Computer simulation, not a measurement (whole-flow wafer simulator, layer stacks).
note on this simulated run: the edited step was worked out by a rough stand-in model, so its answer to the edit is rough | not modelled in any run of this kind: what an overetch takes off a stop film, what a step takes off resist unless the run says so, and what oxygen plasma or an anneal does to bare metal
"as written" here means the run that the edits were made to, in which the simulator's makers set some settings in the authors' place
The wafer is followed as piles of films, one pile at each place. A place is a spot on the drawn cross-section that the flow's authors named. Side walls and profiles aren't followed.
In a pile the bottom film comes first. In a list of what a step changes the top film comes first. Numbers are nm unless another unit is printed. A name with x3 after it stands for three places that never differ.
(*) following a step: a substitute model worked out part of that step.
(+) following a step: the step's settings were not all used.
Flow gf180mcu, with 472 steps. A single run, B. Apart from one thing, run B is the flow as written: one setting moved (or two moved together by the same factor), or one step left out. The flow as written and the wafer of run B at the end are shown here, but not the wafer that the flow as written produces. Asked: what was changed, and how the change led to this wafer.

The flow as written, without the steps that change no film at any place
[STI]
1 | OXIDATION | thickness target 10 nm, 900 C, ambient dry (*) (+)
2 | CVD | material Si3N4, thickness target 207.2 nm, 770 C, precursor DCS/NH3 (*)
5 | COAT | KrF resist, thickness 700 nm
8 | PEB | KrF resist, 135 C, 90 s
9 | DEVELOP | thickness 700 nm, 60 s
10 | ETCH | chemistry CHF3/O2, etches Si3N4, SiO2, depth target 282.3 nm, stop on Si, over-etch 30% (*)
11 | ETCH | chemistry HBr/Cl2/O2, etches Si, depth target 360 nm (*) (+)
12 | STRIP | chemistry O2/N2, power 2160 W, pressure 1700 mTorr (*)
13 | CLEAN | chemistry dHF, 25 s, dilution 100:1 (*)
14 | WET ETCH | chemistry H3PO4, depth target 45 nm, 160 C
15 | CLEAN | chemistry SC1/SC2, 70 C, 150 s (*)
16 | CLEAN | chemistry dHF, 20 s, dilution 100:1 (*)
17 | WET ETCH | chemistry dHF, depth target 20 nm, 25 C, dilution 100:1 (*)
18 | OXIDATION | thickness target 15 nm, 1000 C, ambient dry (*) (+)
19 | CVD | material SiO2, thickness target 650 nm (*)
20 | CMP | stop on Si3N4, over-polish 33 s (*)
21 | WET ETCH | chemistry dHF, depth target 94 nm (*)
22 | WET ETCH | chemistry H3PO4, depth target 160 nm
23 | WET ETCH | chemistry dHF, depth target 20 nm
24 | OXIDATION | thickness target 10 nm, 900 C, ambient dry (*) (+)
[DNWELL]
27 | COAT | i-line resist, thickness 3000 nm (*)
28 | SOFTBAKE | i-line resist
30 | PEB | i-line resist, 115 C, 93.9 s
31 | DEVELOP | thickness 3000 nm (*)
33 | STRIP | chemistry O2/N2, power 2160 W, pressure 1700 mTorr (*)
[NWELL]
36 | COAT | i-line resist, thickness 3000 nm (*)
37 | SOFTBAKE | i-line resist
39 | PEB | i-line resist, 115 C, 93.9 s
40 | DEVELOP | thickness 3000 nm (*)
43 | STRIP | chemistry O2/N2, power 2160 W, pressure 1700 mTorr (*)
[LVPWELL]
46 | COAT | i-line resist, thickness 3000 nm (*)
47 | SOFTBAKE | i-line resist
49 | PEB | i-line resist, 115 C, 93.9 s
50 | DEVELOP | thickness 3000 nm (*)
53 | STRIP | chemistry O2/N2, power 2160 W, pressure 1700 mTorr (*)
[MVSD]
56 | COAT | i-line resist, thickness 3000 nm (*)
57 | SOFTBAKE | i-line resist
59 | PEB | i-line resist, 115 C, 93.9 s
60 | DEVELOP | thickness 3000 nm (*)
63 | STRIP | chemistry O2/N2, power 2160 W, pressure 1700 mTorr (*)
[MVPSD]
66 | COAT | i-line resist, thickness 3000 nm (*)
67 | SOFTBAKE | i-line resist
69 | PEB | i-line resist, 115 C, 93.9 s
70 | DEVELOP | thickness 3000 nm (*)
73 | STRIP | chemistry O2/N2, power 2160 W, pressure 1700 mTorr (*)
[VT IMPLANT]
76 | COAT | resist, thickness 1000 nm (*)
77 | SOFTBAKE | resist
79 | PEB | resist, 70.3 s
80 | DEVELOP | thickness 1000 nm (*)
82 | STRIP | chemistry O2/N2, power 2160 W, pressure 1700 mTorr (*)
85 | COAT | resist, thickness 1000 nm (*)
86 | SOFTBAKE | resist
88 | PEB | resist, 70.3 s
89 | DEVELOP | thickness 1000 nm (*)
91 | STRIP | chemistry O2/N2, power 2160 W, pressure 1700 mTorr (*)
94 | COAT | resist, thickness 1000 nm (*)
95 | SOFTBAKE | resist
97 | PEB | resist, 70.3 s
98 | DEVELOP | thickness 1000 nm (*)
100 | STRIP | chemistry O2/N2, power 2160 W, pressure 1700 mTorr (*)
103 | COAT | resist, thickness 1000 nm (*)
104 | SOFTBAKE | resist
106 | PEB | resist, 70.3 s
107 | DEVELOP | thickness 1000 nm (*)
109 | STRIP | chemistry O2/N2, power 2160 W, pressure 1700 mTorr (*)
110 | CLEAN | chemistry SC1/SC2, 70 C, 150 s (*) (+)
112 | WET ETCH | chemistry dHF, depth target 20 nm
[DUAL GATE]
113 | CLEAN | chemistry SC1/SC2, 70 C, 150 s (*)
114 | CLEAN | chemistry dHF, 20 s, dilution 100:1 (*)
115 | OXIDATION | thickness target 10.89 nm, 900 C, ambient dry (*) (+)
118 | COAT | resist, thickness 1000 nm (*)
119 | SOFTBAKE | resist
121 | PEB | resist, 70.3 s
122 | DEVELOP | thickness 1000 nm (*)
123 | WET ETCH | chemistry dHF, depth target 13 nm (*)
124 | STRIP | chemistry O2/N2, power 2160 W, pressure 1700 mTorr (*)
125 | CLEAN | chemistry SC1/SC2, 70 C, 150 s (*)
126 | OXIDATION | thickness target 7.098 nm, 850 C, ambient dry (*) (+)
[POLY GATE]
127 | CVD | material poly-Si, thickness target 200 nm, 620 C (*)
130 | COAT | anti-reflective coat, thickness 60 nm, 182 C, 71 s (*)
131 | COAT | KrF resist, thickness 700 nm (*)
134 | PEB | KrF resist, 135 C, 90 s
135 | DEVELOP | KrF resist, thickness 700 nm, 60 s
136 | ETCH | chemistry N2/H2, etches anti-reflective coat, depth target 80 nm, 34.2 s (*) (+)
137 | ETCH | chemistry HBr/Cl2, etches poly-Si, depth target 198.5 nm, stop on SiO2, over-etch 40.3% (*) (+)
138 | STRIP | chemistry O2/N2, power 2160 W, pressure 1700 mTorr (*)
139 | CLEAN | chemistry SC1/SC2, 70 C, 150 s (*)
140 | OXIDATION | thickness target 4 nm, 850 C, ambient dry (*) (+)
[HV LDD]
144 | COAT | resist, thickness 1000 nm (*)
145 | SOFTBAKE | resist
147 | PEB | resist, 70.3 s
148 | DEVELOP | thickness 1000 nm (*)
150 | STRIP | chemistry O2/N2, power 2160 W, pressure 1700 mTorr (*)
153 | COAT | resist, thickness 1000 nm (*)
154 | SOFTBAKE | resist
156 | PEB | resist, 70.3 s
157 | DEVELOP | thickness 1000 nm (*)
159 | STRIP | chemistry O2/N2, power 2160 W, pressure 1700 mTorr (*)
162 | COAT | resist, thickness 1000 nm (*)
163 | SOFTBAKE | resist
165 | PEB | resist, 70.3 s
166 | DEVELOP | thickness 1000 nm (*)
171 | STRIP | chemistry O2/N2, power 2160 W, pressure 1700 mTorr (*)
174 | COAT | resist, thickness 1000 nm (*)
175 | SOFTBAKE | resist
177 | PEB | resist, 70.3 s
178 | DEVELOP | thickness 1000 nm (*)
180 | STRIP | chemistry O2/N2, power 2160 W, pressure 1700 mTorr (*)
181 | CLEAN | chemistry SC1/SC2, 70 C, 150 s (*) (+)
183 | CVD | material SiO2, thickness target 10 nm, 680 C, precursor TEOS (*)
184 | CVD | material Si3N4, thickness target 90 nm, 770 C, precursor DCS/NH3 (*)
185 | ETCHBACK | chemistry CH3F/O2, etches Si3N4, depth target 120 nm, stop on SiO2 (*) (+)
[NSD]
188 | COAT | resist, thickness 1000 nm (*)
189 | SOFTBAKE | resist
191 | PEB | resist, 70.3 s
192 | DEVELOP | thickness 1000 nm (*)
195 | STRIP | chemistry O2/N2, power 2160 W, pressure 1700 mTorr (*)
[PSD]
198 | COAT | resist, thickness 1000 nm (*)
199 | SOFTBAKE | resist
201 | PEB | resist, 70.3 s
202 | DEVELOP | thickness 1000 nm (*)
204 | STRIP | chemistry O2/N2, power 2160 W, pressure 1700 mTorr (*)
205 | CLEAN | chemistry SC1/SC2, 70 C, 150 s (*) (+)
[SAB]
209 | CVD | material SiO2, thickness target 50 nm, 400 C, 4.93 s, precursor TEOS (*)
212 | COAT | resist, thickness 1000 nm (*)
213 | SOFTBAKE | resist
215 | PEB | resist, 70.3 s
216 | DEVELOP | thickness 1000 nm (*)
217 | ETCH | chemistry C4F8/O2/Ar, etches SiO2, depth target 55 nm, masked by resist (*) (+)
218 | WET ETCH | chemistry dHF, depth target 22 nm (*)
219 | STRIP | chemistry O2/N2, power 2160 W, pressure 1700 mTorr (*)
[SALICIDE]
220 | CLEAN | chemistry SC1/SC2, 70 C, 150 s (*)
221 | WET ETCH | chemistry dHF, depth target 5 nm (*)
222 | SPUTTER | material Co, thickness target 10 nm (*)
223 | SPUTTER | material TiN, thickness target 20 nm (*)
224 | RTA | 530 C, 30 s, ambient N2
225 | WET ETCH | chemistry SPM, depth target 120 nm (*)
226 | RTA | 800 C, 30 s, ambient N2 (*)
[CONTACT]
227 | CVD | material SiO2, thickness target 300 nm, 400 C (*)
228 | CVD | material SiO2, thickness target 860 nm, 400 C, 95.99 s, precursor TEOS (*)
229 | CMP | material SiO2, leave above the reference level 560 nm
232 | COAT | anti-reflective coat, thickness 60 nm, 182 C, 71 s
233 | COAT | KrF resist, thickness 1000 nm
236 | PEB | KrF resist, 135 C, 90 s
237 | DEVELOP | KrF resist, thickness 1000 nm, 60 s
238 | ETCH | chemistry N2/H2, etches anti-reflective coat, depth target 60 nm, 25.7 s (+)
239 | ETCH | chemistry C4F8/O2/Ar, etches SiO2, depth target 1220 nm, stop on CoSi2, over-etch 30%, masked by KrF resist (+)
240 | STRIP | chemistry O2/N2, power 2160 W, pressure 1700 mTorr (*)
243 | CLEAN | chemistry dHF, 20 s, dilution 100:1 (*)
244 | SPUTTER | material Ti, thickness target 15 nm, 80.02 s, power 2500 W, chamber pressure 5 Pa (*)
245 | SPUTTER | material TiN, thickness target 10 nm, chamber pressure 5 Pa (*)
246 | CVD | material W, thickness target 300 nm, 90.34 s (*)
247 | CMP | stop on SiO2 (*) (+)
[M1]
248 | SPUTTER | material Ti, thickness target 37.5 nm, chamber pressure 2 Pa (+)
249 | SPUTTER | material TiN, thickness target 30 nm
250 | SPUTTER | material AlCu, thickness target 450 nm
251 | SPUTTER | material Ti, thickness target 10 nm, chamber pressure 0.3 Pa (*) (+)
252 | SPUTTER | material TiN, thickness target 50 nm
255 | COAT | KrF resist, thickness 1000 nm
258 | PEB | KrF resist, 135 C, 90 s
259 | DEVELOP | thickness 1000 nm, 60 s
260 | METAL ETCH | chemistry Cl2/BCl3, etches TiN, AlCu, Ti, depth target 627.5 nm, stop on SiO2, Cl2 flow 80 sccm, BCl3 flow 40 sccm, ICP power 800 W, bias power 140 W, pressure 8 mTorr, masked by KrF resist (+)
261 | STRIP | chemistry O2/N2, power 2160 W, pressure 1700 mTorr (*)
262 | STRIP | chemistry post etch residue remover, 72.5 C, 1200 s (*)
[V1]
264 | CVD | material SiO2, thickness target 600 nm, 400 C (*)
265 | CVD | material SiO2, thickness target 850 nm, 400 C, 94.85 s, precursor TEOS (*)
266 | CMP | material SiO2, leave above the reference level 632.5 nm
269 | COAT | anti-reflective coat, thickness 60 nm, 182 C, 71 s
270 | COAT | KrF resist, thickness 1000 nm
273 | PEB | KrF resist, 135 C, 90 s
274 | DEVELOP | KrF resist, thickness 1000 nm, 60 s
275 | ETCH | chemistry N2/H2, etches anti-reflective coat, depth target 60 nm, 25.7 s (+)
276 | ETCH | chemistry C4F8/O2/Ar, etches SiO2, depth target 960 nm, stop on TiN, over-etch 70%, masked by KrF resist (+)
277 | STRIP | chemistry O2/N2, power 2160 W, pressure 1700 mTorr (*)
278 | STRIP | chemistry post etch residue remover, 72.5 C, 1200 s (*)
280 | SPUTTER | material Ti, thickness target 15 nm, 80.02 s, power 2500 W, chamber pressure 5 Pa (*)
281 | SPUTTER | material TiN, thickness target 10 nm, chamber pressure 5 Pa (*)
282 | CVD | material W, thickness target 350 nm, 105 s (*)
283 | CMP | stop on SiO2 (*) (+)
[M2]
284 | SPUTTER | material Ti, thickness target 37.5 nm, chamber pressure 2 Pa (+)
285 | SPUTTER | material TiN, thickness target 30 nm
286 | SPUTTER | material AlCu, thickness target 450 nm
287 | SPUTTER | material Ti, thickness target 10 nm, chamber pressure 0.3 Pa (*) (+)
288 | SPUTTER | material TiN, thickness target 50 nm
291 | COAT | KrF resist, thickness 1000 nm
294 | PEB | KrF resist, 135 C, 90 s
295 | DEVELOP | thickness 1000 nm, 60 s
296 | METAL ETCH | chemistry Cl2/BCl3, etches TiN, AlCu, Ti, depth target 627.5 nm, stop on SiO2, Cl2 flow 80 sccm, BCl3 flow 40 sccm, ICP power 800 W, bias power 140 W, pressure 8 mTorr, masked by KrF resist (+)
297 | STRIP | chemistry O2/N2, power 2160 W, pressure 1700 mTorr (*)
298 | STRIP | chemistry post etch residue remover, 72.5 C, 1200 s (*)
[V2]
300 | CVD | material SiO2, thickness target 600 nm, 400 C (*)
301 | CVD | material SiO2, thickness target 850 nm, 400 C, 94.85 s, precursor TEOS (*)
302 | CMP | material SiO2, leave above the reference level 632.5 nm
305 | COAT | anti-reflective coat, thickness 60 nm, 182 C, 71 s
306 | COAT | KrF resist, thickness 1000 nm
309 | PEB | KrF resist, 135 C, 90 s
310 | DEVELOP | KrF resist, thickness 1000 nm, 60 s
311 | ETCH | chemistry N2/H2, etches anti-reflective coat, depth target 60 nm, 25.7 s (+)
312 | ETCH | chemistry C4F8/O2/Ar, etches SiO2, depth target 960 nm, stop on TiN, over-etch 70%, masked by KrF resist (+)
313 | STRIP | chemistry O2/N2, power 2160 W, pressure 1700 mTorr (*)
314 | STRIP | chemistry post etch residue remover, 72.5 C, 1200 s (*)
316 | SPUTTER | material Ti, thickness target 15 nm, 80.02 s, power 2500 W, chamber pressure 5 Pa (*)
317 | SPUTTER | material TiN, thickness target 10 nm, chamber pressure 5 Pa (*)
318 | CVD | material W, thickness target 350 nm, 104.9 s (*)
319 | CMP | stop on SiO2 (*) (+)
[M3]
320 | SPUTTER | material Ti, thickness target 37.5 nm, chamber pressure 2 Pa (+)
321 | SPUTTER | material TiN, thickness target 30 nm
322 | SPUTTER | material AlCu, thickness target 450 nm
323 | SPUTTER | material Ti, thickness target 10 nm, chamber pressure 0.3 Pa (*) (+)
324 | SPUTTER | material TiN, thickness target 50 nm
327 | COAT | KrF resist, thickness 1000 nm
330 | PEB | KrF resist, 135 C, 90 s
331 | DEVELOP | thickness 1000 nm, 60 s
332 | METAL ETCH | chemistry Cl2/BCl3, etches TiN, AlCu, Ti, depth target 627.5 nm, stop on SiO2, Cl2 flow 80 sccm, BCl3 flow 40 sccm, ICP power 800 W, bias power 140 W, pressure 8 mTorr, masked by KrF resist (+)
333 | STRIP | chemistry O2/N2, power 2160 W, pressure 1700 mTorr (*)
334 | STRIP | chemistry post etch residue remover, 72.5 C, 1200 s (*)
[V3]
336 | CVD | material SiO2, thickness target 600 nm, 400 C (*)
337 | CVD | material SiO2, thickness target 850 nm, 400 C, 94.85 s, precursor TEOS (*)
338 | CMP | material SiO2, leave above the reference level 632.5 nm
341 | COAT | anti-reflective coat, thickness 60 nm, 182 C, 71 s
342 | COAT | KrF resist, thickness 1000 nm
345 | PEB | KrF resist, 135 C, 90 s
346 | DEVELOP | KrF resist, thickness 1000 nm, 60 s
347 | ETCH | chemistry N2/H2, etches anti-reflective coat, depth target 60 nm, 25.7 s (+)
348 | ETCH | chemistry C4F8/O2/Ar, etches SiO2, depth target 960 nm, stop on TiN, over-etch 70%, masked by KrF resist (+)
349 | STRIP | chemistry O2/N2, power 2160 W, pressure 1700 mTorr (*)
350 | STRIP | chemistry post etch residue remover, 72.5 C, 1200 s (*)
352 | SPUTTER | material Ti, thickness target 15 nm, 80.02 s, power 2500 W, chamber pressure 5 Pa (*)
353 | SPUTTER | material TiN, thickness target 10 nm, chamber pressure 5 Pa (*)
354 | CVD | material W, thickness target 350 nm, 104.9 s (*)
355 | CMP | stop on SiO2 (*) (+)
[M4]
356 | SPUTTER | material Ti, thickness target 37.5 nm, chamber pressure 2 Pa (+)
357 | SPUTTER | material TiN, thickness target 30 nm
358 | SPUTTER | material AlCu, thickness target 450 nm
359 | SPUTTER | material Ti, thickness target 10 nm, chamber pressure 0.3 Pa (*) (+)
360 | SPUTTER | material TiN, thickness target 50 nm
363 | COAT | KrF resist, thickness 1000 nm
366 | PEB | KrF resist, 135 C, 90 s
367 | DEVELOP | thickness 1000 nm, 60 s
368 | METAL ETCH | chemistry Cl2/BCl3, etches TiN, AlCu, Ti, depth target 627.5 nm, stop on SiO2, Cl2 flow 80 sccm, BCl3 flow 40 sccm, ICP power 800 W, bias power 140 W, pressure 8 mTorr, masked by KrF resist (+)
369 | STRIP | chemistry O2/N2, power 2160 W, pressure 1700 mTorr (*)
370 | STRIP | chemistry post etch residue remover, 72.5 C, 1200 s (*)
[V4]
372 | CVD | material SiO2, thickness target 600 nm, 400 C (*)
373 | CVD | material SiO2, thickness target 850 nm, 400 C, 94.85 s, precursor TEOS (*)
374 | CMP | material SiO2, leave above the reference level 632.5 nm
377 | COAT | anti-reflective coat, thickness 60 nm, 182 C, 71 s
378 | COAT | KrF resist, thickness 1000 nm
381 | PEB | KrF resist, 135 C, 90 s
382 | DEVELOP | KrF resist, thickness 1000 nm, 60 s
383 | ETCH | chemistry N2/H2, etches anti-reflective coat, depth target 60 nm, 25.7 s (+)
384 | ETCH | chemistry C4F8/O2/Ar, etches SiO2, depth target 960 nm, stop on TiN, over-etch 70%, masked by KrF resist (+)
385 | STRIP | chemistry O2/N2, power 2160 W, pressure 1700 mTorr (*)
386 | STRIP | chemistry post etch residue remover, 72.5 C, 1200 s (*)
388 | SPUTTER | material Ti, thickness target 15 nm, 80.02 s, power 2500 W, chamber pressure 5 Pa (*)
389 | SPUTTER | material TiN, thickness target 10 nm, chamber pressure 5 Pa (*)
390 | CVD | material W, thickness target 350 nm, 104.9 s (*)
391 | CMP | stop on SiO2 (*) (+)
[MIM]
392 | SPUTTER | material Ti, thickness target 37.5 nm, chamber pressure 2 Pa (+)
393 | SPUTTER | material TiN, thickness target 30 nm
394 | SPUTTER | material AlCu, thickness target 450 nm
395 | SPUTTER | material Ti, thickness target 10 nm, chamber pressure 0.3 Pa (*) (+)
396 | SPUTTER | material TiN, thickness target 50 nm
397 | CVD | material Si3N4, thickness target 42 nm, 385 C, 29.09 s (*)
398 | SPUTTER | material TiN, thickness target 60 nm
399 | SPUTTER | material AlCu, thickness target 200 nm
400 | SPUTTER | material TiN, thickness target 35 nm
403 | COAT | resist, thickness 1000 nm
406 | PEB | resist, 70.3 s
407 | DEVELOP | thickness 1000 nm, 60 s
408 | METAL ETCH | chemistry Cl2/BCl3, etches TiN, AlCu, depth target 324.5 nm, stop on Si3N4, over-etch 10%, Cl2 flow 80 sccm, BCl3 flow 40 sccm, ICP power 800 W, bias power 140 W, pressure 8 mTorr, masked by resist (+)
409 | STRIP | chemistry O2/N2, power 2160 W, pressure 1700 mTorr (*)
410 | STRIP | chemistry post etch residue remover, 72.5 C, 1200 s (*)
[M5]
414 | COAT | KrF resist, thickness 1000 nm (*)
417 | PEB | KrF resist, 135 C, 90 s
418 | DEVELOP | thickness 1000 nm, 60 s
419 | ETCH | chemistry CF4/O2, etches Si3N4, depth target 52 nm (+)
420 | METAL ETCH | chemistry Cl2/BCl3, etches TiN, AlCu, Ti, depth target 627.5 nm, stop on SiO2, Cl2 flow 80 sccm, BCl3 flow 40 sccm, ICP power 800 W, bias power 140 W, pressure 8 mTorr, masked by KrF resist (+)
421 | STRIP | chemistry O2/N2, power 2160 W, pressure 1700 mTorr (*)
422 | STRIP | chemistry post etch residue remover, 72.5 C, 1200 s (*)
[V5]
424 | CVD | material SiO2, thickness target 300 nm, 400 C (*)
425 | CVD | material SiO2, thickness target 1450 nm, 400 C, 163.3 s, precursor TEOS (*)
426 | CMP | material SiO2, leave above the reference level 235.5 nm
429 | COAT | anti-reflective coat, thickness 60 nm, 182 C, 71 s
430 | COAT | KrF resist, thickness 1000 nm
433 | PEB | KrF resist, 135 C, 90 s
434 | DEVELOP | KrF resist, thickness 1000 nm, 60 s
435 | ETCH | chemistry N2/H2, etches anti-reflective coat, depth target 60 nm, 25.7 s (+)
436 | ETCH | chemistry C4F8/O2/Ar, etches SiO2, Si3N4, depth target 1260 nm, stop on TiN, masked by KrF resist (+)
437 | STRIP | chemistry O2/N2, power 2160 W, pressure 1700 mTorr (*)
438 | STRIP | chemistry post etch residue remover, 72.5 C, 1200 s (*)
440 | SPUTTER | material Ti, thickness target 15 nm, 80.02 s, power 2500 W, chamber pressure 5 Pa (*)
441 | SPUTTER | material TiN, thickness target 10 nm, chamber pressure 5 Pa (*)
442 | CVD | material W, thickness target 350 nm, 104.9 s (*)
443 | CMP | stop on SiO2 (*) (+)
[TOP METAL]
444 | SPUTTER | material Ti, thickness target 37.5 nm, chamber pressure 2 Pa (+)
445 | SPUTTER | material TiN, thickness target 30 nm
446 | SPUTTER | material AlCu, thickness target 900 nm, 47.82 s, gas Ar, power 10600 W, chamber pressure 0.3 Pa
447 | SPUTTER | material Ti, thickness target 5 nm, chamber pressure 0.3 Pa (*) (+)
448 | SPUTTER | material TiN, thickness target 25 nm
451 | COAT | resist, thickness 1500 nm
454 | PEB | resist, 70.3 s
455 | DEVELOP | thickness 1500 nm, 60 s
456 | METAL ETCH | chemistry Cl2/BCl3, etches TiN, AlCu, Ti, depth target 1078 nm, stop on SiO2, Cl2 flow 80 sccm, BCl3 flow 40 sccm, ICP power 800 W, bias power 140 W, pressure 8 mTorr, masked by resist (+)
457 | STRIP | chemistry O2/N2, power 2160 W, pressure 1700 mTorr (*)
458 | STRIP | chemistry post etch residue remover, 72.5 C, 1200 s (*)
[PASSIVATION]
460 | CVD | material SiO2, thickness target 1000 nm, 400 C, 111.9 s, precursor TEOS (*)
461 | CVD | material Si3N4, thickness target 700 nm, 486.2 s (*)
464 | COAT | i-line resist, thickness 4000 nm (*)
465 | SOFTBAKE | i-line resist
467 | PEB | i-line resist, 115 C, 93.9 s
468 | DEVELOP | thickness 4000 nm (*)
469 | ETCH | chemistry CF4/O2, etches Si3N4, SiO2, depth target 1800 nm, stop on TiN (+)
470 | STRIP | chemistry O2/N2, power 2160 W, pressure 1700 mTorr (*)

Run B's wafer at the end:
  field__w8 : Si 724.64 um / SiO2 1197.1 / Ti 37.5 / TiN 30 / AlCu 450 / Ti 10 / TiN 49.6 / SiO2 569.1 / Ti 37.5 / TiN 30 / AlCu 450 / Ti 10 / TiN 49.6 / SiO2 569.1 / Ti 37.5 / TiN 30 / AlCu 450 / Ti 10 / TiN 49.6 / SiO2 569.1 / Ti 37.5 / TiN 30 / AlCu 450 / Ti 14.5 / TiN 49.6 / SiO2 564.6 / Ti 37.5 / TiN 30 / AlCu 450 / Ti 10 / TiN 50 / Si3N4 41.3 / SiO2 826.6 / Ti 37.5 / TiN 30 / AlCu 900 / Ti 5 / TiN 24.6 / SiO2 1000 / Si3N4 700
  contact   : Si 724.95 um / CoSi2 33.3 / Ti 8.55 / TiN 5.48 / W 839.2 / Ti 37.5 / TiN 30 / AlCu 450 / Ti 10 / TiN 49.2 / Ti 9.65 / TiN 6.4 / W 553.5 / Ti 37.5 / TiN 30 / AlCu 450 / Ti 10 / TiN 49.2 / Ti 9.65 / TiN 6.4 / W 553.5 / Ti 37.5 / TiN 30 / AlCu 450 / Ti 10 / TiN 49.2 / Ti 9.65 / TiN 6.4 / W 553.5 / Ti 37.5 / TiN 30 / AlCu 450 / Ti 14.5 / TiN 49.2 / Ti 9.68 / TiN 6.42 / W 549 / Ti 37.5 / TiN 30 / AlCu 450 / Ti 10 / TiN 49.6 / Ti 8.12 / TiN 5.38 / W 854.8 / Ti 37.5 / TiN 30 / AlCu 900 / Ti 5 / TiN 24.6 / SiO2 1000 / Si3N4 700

The reason: step 359, SPUTTER: thickness target 14.5 nm was run, while the flow as written has thickness target 10 nm.
One can read it off the wafer: field__w8 has Ti 14.5, and step 359 as written asks for 10 nm.

How this came from the change, step by step:
  359 | SPUTTER | material Ti, thickness target 10 nm, chamber pressure 0.3 Pa (*) (+)
      field, field__w1, field__w2 and 108 more: Ti gains 14.5 (new film) (it would be, as written: Ti gains 10 (new film))
  368 | METAL ETCH | chemistry Cl2/BCl3, etches TiN, AlCu, Ti, depth target 627.5 nm, stop on SiO2, Cl2 flow 80 sccm, BCl3 flow 40 sccm, ICP power 800 W, bias power 140 W, pressure 8 mTorr, masked by KrF resist (+)
      field, field__w1, field__w2 and 103 more: TiN loses 50 (all of it), Ti loses 14.5 (all of it), AlCu loses 450 (all of it), TiN loses 30 (all of it), Ti loses 37.5 (all of it) (it would be, as written: TiN loses 50 (all of it), Ti loses 10 (all of it), AlCu loses 450 (all of it), TiN loses 30 (all of it), Ti loses 37.5 (all of it))
